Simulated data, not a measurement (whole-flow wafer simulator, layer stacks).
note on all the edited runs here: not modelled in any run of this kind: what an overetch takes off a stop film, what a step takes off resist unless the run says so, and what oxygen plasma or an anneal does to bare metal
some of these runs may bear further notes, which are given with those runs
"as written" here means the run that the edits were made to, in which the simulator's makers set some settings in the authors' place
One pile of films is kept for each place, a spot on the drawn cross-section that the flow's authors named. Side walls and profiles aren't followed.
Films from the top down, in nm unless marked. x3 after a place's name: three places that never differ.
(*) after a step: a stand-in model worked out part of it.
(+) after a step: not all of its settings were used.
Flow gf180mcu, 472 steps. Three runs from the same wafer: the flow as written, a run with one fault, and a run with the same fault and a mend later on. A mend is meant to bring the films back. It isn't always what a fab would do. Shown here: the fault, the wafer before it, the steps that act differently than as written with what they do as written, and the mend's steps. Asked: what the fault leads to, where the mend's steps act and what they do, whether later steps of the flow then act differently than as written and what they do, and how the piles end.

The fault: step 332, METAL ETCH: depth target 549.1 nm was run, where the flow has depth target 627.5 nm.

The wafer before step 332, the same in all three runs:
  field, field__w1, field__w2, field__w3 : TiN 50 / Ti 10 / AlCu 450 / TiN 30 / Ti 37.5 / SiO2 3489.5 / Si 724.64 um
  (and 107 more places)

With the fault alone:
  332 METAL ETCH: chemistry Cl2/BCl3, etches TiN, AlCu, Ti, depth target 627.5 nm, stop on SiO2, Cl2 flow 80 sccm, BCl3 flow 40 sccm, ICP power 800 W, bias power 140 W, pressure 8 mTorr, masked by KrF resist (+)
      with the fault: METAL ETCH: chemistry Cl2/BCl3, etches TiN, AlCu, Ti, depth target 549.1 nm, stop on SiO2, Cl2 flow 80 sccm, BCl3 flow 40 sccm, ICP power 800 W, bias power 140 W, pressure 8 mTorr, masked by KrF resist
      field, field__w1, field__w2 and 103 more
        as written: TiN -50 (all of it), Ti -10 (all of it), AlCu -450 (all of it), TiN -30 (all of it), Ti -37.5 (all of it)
        with the fault: TiN -50 (all of it), Ti -10 (all of it), AlCu -450 (all of it), TiN -30 (all of it), Ti -9.1
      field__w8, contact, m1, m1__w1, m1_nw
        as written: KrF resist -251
        with the fault: KrF resist -219.6
  Later steps of the flow that act differently than as written:
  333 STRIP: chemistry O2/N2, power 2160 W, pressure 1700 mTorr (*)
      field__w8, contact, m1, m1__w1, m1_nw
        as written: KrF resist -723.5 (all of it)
        with the fault: KrF resist -754.9 (all of it)
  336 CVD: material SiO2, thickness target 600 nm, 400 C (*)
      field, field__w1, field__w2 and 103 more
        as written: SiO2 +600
        with the fault: SiO2 +600 (new film)
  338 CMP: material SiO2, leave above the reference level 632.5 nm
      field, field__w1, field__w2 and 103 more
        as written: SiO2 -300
        with the fault: SiO2 -328.4
  At the end the piles differ from the flow's by more than 2% or 0.5 nm, whichever is larger, at field, field__w1, field__w2 and 104 more.
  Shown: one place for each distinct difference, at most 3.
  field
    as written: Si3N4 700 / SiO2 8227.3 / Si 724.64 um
    with the fault: Si3N4 700 / SiO2 4709.4 / Ti 28.4 / SiO2 3489.5 / Si 724.64 um
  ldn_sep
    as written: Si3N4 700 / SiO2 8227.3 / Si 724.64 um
    with the fault: Si3N4 700 / SiO2 4709.4 / Ti 28.4 / SiO2 3489.4 / Si 724.64 um
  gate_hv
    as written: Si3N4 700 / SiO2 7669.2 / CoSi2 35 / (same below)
    with the fault: Si3N4 700 / SiO2 4709.4 / Ti 28.4 / SiO2 2931.3 / CoSi2 35 / (same below)

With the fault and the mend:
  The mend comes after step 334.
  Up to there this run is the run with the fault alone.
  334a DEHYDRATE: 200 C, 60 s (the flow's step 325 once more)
      changes no film at any place that is followed
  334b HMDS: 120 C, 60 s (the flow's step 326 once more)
      changes no film at any place that is followed
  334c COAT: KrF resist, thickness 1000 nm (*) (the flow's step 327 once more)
      iso_ptap_pw, iso_ntap_nw, iso_nw_fld and 33 more
        KrF resist +1000 (new film)
      field__w11, field__w13, p_well and 9 more
        KrF resist +1003.5 (new film)
      field_sub__w3, field_sub__w4, ld_sd_p and 6 more
        KrF resist +1003.1 (new film)
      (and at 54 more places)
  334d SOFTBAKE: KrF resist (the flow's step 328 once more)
      changes no film at any place that is followed
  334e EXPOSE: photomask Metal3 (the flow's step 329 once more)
      changes no film at any place that is followed
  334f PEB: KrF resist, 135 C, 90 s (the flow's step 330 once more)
      field__w1, field__w2, field__w3 and 55 more
        KrF resist -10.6
      iso_ptap_pw, iso_ntap_nw, iso_nw_fld and 33 more
        KrF resist -10.5
      gate_hv, sd_p, nw_enc_fld_lv__w3, polyc_n, polyc_n_rim
        KrF resist -10.7
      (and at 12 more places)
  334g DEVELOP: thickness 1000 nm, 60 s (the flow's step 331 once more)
      iso_ptap_pw, iso_ntap_nw, iso_nw_fld and 33 more
        KrF resist -989.5 (all of it)
      field__w2, field__w3, field__w7 and 13 more
        KrF resist -993 (all of it)
      field_sub, field_sub__w2, field_sub__w3, field_sub__w4, ld_sd_p, ld_gate_p, ld_acc_p, ld_fp_p
        KrF resist -992.5 (all of it)
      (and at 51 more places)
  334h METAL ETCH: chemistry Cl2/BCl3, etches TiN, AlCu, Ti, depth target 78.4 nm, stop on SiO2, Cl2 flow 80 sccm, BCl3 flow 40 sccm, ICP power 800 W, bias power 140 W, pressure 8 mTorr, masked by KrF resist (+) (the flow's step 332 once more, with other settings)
      field, field__w1, field__w2 and 103 more
        Ti -28.4 (all of it)
      field__w8, contact, m1, m1__w1, m1_nw
        KrF resist -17
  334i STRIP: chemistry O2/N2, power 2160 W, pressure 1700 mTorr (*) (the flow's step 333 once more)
      field__w8
        KrF resist -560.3 (all of it)
      contact
        KrF resist -558.2 (all of it)
      m1
        KrF resist -561.7 (all of it)
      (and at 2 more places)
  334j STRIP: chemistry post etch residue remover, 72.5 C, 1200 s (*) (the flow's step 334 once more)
      field__w8, contact, m1, m1__w1, m1_nw
        TiN -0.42
  No later step of the flow acts differently than as written, at any place that is followed, by more than 2% or 0.5 nm, whichever is larger.
  At the end the piles differ from the flow's only slightly at the places that both follow, by at most 2% or 0.5 nm, whichever is larger.
